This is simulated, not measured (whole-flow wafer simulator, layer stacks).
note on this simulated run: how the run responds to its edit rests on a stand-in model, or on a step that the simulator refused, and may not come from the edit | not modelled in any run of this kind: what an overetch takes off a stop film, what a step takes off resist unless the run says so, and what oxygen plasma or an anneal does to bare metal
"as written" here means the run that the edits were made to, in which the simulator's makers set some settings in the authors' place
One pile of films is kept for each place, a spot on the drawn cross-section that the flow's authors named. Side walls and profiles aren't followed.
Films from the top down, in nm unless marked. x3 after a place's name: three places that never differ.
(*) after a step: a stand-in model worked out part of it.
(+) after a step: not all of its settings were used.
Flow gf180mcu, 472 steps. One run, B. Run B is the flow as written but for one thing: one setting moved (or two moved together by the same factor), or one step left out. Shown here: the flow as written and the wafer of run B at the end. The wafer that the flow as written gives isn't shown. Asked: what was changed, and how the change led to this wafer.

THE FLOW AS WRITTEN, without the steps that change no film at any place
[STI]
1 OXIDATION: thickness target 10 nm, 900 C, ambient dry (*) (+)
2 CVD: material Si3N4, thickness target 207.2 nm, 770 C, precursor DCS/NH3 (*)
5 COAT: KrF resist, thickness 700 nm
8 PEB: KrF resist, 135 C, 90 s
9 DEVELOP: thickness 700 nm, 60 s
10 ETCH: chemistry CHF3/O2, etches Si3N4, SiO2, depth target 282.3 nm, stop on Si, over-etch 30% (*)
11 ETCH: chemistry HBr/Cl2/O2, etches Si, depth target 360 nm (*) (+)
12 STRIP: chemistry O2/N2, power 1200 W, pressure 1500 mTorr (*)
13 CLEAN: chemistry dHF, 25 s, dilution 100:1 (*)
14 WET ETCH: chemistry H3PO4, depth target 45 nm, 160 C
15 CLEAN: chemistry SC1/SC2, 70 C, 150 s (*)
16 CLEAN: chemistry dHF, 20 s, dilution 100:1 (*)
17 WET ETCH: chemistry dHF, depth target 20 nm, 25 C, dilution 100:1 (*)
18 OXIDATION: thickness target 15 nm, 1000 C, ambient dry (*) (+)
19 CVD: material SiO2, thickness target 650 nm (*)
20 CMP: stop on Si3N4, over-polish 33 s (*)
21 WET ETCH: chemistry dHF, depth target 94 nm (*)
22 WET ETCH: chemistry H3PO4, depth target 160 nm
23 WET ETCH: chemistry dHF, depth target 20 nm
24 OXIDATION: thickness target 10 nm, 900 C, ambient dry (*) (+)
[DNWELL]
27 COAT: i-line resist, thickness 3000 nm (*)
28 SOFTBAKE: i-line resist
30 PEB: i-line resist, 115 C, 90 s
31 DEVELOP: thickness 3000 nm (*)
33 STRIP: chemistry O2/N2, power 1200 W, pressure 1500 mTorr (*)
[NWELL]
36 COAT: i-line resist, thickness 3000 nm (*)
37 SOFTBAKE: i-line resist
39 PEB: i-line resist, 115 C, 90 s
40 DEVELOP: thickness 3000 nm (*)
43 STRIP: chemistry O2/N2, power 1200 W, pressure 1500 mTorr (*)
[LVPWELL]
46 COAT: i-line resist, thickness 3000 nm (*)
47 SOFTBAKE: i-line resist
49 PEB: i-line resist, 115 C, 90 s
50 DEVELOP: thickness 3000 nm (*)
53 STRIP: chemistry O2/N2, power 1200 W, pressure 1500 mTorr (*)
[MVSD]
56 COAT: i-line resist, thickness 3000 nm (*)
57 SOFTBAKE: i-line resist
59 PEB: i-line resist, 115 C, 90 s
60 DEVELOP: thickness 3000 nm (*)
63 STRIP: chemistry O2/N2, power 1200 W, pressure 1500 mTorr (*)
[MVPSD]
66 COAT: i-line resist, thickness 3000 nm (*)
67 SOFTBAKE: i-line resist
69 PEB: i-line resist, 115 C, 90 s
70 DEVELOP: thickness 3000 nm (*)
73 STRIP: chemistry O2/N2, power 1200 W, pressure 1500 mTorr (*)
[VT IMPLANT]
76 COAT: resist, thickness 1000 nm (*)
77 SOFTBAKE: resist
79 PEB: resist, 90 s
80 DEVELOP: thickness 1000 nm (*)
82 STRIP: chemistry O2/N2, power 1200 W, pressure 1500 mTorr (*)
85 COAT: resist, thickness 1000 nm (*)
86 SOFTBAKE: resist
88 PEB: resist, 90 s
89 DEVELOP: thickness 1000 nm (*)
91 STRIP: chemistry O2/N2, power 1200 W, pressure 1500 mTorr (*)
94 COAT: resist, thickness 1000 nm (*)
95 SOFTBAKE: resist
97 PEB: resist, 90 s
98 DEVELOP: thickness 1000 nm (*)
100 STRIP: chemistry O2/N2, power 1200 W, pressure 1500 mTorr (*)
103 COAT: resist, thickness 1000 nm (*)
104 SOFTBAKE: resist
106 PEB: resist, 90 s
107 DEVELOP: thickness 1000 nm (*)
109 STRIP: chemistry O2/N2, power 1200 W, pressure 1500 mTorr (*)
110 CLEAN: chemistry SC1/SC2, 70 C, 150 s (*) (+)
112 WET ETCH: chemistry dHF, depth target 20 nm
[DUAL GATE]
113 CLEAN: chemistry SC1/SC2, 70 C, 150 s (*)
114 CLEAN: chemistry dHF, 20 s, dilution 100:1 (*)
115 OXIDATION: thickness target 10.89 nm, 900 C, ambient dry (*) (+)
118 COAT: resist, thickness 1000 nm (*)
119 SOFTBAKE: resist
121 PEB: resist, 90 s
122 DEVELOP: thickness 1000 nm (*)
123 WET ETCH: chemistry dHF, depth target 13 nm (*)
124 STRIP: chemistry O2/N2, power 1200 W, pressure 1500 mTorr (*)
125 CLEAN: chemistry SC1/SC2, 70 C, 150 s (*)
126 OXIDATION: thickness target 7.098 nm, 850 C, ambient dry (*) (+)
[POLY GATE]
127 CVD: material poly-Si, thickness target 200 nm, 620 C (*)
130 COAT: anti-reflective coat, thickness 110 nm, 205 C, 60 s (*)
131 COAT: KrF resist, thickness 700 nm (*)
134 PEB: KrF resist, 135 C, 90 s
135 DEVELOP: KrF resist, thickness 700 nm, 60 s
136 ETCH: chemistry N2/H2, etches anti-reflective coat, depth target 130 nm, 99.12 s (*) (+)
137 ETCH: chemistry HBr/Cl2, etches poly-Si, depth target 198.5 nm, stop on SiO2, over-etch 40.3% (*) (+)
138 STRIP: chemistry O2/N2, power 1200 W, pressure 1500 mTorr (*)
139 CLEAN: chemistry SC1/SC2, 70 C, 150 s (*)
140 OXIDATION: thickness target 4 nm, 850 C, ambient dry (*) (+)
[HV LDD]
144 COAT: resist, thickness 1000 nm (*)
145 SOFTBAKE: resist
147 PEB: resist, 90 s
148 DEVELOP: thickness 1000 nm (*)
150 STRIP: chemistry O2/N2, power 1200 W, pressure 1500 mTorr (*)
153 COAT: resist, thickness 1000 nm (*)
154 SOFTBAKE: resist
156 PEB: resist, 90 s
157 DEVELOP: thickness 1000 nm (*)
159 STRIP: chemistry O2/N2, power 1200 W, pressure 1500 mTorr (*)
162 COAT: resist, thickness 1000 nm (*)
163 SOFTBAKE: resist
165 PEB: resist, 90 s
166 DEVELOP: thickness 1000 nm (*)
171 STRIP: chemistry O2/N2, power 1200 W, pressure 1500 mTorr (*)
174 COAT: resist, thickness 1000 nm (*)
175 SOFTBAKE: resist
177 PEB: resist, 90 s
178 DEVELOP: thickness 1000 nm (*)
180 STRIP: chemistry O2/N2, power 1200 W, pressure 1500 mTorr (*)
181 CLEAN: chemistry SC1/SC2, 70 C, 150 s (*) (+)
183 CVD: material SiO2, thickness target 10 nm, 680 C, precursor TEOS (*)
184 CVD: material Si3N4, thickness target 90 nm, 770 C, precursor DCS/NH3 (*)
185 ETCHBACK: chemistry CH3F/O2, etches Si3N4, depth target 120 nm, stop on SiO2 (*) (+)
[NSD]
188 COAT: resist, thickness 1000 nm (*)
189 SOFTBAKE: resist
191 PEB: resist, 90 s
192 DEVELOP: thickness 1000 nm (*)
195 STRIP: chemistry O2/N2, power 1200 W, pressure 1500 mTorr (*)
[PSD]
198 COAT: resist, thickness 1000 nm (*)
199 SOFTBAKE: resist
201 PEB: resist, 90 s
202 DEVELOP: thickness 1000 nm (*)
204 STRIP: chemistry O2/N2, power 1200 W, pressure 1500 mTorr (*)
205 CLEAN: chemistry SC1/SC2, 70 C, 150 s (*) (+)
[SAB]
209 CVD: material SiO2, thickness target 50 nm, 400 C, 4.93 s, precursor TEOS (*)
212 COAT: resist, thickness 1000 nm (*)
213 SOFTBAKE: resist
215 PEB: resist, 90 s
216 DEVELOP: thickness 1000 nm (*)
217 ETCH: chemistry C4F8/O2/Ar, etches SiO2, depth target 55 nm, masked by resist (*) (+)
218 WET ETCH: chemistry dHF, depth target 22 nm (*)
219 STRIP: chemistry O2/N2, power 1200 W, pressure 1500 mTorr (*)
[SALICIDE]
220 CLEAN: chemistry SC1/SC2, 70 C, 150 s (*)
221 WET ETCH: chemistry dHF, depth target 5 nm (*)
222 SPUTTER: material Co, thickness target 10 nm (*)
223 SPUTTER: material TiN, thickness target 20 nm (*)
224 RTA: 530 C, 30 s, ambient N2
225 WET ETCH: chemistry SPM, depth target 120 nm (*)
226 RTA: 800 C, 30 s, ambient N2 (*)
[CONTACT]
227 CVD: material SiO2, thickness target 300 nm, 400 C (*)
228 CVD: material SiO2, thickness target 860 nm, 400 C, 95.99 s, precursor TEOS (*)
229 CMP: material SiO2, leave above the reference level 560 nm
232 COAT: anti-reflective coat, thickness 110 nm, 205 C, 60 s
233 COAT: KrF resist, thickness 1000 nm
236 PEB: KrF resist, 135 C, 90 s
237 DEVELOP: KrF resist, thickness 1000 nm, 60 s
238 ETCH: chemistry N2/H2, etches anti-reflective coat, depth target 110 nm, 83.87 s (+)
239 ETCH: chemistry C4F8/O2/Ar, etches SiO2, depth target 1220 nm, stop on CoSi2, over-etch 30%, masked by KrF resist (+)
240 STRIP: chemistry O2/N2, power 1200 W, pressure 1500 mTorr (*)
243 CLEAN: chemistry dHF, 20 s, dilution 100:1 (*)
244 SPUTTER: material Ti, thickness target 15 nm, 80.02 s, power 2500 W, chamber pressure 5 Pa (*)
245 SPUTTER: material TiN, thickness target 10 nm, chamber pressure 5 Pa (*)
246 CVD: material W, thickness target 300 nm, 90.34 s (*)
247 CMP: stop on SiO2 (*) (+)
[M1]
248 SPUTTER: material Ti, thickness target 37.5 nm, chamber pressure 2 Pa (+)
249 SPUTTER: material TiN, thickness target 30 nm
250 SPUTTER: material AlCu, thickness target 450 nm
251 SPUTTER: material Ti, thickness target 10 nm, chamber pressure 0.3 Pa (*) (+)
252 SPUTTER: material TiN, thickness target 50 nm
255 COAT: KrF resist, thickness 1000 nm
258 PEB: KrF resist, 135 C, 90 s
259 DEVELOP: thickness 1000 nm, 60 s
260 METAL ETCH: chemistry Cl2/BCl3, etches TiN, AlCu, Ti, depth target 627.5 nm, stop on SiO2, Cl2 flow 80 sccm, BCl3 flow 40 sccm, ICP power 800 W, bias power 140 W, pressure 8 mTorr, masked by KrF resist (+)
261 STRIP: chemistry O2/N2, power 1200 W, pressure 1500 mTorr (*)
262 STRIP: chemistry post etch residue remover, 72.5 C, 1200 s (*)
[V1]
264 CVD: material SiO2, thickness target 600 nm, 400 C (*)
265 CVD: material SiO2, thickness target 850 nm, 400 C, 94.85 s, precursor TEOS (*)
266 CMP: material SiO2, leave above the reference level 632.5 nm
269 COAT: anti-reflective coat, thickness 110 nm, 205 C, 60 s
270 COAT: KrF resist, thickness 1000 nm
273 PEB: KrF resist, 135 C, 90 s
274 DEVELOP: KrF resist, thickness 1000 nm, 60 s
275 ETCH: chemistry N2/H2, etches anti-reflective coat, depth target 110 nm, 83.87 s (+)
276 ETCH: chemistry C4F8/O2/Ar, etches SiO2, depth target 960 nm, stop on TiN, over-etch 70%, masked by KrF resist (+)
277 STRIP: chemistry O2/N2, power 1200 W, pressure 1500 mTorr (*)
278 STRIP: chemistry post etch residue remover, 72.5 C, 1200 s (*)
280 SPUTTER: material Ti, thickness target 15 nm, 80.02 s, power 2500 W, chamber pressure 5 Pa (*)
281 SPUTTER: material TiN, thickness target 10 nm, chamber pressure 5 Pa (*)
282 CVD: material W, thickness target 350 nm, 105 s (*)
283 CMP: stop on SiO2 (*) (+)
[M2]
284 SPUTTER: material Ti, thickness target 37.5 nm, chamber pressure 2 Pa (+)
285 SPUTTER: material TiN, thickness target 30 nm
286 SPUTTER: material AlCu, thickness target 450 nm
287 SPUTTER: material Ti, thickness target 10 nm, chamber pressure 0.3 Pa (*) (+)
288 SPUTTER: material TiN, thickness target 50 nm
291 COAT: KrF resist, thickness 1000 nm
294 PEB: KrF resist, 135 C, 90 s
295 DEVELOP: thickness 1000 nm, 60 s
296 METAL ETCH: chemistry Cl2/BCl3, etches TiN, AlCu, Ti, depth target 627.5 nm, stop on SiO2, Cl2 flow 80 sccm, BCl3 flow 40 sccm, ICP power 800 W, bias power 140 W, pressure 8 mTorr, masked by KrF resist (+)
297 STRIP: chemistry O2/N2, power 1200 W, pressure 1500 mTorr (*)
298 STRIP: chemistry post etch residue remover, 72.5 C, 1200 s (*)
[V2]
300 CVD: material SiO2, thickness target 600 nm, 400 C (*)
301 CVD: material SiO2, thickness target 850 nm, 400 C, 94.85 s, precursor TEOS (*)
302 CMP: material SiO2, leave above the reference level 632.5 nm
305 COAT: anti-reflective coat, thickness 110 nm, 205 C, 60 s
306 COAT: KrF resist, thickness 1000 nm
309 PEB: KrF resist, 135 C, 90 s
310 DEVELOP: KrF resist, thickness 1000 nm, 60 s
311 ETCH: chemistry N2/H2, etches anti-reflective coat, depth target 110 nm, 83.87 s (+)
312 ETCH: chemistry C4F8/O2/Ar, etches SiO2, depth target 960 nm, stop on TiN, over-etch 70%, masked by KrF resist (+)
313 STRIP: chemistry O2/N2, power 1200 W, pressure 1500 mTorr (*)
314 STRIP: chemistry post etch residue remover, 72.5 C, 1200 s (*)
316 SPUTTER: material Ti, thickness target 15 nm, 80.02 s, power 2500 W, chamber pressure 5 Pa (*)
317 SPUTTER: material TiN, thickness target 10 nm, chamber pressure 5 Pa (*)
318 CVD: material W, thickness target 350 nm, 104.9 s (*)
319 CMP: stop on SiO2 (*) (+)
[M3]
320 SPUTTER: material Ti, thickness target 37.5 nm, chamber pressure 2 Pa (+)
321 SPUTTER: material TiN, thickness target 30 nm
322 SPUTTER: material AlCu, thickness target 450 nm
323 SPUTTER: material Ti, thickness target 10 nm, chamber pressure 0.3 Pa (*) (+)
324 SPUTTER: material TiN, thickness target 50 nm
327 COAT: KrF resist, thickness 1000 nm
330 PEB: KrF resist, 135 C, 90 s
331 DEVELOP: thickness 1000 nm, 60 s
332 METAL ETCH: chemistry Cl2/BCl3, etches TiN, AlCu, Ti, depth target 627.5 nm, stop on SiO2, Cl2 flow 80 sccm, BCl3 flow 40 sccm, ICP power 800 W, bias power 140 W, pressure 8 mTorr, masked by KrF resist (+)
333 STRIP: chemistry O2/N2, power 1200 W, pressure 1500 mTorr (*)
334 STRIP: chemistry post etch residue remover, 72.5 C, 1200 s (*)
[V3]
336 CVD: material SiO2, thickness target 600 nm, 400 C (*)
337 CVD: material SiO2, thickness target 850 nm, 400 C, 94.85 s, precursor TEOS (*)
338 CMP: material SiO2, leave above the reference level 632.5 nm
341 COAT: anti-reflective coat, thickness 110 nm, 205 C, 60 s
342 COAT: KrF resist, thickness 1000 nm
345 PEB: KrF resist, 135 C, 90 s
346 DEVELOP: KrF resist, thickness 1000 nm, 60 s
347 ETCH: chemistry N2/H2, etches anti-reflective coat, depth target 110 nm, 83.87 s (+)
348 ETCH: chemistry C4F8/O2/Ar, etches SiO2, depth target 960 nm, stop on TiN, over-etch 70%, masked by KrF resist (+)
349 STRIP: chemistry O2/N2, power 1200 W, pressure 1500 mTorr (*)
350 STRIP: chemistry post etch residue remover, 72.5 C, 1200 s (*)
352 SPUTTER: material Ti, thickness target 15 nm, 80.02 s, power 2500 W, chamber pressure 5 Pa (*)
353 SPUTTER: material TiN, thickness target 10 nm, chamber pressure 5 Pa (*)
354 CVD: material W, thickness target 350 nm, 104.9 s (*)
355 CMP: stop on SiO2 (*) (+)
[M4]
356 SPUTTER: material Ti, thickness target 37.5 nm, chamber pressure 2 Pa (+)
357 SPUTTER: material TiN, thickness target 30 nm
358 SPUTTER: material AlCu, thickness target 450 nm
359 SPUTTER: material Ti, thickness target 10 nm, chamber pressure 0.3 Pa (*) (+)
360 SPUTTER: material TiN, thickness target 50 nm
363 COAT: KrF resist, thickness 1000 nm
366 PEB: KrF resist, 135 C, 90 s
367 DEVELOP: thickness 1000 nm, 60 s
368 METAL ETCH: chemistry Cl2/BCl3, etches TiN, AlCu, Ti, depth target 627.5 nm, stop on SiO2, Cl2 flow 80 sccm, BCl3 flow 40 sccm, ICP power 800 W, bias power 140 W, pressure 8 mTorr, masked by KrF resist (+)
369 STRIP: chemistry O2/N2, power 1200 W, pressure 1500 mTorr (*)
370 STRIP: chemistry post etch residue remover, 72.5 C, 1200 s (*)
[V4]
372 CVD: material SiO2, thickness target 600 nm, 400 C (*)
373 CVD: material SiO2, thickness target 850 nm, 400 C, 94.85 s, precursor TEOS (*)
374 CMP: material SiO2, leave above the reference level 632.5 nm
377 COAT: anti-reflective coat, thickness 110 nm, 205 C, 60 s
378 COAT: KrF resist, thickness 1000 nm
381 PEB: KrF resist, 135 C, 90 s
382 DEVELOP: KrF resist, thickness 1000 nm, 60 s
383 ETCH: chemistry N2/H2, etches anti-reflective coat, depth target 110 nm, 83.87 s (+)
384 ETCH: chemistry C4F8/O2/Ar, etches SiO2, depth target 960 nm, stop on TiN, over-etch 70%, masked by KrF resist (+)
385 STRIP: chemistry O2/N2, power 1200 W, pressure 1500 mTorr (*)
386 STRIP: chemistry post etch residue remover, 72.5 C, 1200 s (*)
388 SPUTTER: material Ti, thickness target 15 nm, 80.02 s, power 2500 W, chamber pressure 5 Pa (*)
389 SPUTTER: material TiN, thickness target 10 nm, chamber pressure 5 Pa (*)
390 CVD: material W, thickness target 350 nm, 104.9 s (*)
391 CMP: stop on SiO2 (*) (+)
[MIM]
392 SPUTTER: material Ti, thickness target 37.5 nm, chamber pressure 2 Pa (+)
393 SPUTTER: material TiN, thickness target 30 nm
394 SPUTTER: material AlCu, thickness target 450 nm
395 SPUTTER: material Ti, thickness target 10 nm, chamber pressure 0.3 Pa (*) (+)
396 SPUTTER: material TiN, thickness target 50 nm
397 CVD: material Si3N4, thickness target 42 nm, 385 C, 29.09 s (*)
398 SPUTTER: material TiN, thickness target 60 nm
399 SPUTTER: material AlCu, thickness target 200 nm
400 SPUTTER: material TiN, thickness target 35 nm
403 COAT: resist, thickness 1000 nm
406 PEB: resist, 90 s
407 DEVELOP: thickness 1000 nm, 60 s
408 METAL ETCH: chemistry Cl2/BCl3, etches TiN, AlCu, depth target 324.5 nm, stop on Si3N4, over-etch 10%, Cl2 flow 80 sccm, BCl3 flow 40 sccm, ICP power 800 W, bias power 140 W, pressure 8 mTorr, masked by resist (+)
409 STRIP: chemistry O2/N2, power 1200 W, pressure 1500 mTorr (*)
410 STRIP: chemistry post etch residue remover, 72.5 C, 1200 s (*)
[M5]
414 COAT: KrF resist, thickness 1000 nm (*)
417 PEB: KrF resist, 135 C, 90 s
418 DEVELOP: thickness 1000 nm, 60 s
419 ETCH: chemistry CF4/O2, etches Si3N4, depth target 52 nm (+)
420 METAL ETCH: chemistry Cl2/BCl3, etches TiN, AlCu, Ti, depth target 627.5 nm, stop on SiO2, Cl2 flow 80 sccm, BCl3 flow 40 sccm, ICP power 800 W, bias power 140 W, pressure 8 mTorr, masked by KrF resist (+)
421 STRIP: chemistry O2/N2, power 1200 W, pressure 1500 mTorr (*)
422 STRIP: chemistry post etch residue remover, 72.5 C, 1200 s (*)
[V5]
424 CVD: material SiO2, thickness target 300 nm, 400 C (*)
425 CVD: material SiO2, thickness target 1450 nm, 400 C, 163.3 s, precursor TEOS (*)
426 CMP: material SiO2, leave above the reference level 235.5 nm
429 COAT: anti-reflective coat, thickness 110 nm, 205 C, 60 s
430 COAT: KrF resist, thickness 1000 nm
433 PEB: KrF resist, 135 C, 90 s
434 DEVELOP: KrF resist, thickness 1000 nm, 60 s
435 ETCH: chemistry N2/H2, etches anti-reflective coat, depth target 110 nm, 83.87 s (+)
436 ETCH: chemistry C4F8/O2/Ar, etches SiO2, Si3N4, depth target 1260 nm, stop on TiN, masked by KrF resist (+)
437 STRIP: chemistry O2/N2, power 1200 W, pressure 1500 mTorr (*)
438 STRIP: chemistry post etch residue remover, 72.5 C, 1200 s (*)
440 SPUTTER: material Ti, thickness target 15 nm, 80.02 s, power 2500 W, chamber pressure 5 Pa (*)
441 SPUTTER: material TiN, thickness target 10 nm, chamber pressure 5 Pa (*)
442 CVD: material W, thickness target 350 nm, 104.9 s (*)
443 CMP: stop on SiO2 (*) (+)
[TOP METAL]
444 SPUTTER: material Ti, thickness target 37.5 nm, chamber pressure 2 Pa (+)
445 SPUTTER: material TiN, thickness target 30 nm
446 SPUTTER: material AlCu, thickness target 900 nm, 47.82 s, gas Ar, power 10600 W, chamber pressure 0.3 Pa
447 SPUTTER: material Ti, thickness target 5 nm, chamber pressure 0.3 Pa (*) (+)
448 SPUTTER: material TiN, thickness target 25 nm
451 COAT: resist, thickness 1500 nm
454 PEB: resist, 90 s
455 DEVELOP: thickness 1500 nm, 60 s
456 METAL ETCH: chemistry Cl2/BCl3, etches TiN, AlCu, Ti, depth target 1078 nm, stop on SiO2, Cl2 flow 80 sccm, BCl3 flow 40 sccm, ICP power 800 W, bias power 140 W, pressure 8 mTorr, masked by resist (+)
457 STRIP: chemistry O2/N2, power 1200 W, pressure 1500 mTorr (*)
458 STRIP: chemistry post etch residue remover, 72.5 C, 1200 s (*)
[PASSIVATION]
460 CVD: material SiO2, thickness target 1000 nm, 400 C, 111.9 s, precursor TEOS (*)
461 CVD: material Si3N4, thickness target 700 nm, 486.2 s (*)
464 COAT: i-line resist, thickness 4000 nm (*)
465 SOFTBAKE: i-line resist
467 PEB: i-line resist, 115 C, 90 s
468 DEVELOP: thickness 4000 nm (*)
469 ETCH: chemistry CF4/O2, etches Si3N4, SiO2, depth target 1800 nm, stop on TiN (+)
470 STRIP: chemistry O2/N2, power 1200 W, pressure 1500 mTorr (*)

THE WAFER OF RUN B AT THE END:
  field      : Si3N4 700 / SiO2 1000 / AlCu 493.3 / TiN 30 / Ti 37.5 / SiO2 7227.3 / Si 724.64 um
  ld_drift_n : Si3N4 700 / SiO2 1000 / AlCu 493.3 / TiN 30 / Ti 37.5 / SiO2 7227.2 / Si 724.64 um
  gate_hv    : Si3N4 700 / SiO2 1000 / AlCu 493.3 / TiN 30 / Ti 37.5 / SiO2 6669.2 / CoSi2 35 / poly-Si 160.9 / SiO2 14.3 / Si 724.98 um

The cause: step 456, METAL ETCH: depth target 431 nm was run, where the flow has depth target 1078 nm.

How the change led to this, step by step:
  456 METAL ETCH: chemistry Cl2/BCl3, etches TiN, AlCu, Ti, depth target 1078 nm, stop on SiO2, Cl2 flow 80 sccm, BCl3 flow 40 sccm, ICP power 800 W, bias power 140 W, pressure 8 mTorr, masked by resist (+)
      field, field__w1, field__w2 and 103 more: TiN -25 (all of it), Ti -5 (all of it), AlCu -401 (as written it would be: TiN -25 (all of it), Ti -5 (all of it), AlCu -900 (all of it), TiN -30 (all of it), Ti -37.5 (all of it))
      field__w8, contact, m1, m1__w1, pad, m1_nw: resist -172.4 (as written it would be: resist -431)
  457 STRIP: chemistry O2/N2, power 1200 W, pressure 1500 mTorr (*)
      field__w8, contact, m1, m1__w1, pad, m1_nw: resist -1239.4 (all of it) (as written it would be: resist -980.8 (all of it))
  458 STRIP: chemistry post etch residue remover, 72.5 C, 1200 s (*)
      field, field__w1, field__w2 and 103 more: AlCu -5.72 (as written it would be: nothing)
  460 CVD: material SiO2, thickness target 1000 nm, 400 C, 111.9 s, precursor TEOS (*)
      field, field__w1, field__w2 and 103 more: SiO2 +1000 (new film) (as written it would be: SiO2 +1000)
  464 COAT: i-line resist, thickness 4000 nm (*)
      field: i-line resist +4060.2 (new film) (as written it would be: i-line resist +4171.5 (new film))
      field__w8: i-line resist +3596.7 (new film) (as written it would be: i-line resist +3093.1 (new film))
      (and at 12 more places)
  465 SOFTBAKE: i-line resist
      active: i-line resist -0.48 (as written it would be: i-line resist +3.97)
      field__w5, field__w9: i-line resist +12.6 (as written it would be: i-line resist +37.3)
      (and at 66 more places)
  467 PEB: i-line resist, 115 C, 90 s
      field__w8, m1__w1: i-line resist -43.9 (as written it would be: i-line resist -34.7)
      contact, m1: i-line resist -44 (as written it would be: i-line resist -35.1)
      (and at 2 more places)
  468 DEVELOP: thickness 4000 nm (*)
      pad: i-line resist -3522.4 (all of it) (as written it would be: i-line resist -2974.8 (all of it))
  470 STRIP: chemistry O2/N2, power 1200 W, pressure 1500 mTorr (*)
      field__w8, m1__w1: i-line resist -2328.2 (all of it) (as written it would be: i-line resist -1787.7 (all of it))
      contact: i-line resist -2335.2 (all of it) (as written it would be: i-line resist -1811.2 (all of it))
      (and at 2 more places)
Counting metal films that touch as one body, field has 1 body; the flow as written gives 0 bodies.
Counting metal films that touch as one body, ld_drift_n has 1 body; the flow as written gives 0 bodies.
Counting metal films that touch as one body, gate_hv has 2 bodies (between them, from the top down: SiO2 6669.2); the flow as written gives 1 body.
